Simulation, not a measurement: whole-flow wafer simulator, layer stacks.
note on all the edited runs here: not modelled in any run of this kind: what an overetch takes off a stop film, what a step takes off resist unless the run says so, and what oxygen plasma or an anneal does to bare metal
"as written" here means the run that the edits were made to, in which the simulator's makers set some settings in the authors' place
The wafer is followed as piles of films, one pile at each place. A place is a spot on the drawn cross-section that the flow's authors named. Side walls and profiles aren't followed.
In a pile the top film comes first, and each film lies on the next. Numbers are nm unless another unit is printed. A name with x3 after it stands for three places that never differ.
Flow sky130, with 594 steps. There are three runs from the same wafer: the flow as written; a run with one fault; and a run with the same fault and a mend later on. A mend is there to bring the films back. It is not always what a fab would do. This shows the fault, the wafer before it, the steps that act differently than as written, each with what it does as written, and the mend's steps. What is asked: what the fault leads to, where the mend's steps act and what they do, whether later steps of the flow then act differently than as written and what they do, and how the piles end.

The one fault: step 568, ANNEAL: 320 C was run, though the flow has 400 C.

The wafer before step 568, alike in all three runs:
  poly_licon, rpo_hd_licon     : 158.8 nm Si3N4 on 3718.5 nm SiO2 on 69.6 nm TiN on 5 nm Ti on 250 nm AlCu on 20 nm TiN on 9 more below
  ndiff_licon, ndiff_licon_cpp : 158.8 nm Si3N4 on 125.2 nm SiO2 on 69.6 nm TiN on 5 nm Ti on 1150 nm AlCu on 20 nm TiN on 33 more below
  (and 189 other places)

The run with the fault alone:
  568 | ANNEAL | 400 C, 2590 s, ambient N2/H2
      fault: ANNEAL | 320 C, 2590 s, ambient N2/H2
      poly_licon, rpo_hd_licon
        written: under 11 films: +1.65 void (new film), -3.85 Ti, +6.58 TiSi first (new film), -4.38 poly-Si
        fault: under 11 films: +0.47 void (new film), -1.1 Ti, +1.88 TiSi first (new film), -1.25 poly-Si
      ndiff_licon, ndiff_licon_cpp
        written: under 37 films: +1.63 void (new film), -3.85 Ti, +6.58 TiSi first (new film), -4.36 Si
        fault: under 37 films: +0.47 void (new film), -1.1 Ti, +1.88 TiSi first (new film), -1.24 Si
  Steps further on in the flow that do not act as written (1 more step, not shown, differs only slightly: by at most 2% or 0.5 nm, whichever is larger):
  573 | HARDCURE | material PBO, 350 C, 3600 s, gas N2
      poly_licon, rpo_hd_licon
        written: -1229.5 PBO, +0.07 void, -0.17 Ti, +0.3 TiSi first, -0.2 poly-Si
        fault: -1229.5 PBO, +0.22 void, -0.5 Ti, +0.86 TiSi first, -0.57 poly-Si
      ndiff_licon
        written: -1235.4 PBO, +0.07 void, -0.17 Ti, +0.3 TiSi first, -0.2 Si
        fault: -1235.4 PBO, +0.21 void, -0.5 Ti, +0.86 TiSi first, -0.57 Si
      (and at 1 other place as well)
  The piles end different from the flow's at poly_licon, ndiff_licon, ndiff_licon_cpp, rpo_hd_licon by more than 2% or 0.5 nm, whichever is larger.
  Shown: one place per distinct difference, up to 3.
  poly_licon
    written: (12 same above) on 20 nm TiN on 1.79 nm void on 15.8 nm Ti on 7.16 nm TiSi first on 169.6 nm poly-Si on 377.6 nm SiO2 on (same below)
    fault: (12 same above) on 20 nm TiN on 0.85 nm void on 18 nm Ti on 3.39 nm TiSi first on 172.1 nm poly-Si on 377.6 nm SiO2 on (same below)
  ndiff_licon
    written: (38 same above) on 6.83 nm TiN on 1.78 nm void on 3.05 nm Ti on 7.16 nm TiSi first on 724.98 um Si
    fault: (38 same above) on 6.83 nm TiN on 0.84 nm void on 5.26 nm Ti on 3.39 nm TiSi first on 724.98 um Si
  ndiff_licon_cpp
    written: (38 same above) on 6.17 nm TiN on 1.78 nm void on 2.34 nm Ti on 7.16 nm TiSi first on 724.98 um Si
    fault: (38 same above) on 6.17 nm TiN on 0.84 nm void on 4.55 nm Ti on 3.39 nm TiSi first on 724.98 um Si

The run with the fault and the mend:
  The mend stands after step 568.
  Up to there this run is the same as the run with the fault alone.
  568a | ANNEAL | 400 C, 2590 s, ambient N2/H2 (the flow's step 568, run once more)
      poly_licon, rpo_hd_licon
        under 11 films: +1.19 void, -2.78 Ti, +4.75 TiSi first, -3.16 poly-Si
      ndiff_licon, ndiff_licon_cpp
        under 37 films: +1.18 void, -2.78 Ti, +4.75 TiSi first, -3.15 Si
  None of the later steps of the flow differs from how it acts as written, at any place that is followed, by more than 2% or 0.5 nm, whichever is larger.
  When the end is reached, the piles differ only a little from the flow's at the places that both follow, at most by 2% or 0.5 nm, whichever is larger.
